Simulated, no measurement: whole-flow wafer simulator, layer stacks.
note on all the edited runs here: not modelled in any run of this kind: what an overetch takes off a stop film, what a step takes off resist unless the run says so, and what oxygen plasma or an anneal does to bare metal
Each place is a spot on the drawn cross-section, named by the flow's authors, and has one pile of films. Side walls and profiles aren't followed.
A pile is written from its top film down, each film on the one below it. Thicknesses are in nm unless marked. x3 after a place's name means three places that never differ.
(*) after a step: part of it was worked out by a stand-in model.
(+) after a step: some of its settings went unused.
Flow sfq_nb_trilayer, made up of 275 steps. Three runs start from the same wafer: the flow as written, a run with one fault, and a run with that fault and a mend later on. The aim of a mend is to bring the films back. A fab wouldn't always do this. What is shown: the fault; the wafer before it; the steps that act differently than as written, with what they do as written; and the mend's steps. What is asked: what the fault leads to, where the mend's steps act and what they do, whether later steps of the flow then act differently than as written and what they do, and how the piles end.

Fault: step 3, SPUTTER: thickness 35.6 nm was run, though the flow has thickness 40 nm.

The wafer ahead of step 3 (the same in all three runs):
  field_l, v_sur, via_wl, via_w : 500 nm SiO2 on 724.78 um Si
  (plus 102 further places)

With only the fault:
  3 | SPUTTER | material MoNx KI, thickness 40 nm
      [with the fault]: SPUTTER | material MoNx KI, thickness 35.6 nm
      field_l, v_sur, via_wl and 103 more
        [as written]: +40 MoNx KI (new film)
        [with the fault]: +35.6 MoNx KI (new film)
  Steps further on in the flow that do not act as written (9 other steps are not shown; they differ only slightly, by no more than 2% or 0.5 nm, whichever is larger):
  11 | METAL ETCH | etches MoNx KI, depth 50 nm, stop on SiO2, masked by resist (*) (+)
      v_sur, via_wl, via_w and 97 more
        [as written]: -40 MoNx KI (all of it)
        [with the fault]: -35.6 MoNx KI (all of it)
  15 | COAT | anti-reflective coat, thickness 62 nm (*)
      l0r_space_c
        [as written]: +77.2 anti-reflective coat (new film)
        [with the fault]: +75.6 anti-reflective coat (new film)
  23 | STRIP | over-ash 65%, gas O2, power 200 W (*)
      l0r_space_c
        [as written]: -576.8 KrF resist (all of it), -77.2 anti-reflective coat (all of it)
        [with the fault]: -574.8 KrF resist (all of it), -75.6 anti-reflective coat (all of it)
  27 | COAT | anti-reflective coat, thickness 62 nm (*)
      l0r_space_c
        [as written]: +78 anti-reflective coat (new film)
        [with the fault]: +76.2 anti-reflective coat (new film)
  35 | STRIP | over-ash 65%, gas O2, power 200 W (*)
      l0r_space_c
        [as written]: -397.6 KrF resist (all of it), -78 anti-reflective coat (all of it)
        [with the fault]: -395.9 KrF resist (all of it), -76.2 anti-reflective coat (all of it)
  By the end, the piles at field_l, l0_sur, l0v, l0r_line_l, l0r_line_c, l0r_line_r depart from the flow's by more than 2% or 0.5 nm, whichever is larger.
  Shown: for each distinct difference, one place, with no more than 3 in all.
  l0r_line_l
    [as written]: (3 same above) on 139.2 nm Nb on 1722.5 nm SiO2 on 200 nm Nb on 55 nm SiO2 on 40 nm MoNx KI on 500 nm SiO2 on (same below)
    [with the fault]: (3 same above) on 139.2 nm Nb on 1726.9 nm SiO2 on 200 nm Nb on 55 nm SiO2 on 35.6 nm MoNx KI on 500 nm SiO2 on (same below)
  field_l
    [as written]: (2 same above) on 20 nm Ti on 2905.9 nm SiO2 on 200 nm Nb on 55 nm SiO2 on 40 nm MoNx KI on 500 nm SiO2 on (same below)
    [with the fault]: (2 same above) on 20 nm Ti on 2910.3 nm SiO2 on 200 nm Nb on 55 nm SiO2 on 35.6 nm MoNx KI on 500 nm SiO2 on (same below)
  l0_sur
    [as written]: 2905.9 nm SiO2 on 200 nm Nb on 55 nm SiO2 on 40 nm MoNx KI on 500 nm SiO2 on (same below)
    [with the fault]: 2910.3 nm SiO2 on 200 nm Nb on 55 nm SiO2 on 35.6 nm MoNx KI on 500 nm SiO2 on (same below)

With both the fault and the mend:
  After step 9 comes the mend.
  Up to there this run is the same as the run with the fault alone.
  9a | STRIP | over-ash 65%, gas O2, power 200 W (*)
      v_sur, via_wl, via_w and 97 more
        -62 anti-reflective coat (all of it)
      field_l, l0_sur, l0v, l0r_line_l, l0r_line_c, l0r_line_r
        -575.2 KrF resist (all of it), -62 anti-reflective coat (all of it)
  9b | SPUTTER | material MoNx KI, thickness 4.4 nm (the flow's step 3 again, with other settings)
      field_l, v_sur, via_wl and 103 more
        +4.4 MoNx KI
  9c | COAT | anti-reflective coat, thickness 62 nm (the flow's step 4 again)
      field_l, v_sur, via_wl and 103 more
        +62 anti-reflective coat (new film)
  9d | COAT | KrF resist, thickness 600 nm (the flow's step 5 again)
      field_l, v_sur, via_wl and 103 more
        +600 KrF resist (new film)
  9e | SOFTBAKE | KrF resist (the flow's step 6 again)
      leaves every film unchanged at each place that is followed
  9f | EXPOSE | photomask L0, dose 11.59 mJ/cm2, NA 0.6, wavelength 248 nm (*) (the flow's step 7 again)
      leaves every film unchanged at each place that is followed
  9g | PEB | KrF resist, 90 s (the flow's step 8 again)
      field_l, v_sur, via_wl and 103 more
        -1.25 KrF resist
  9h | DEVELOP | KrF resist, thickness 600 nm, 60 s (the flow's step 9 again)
      v_sur, via_wl, via_w and 97 more
        -598.7 KrF resist (all of it)
      field_l, l0_sur, l0v, l0r_line_l, l0r_line_c, l0r_line_r
        -23.5 KrF resist
  None of the later steps of the flow acts differently than as written at any place that is followed.
  At every place that both follow, the piles at the end match the flow's.
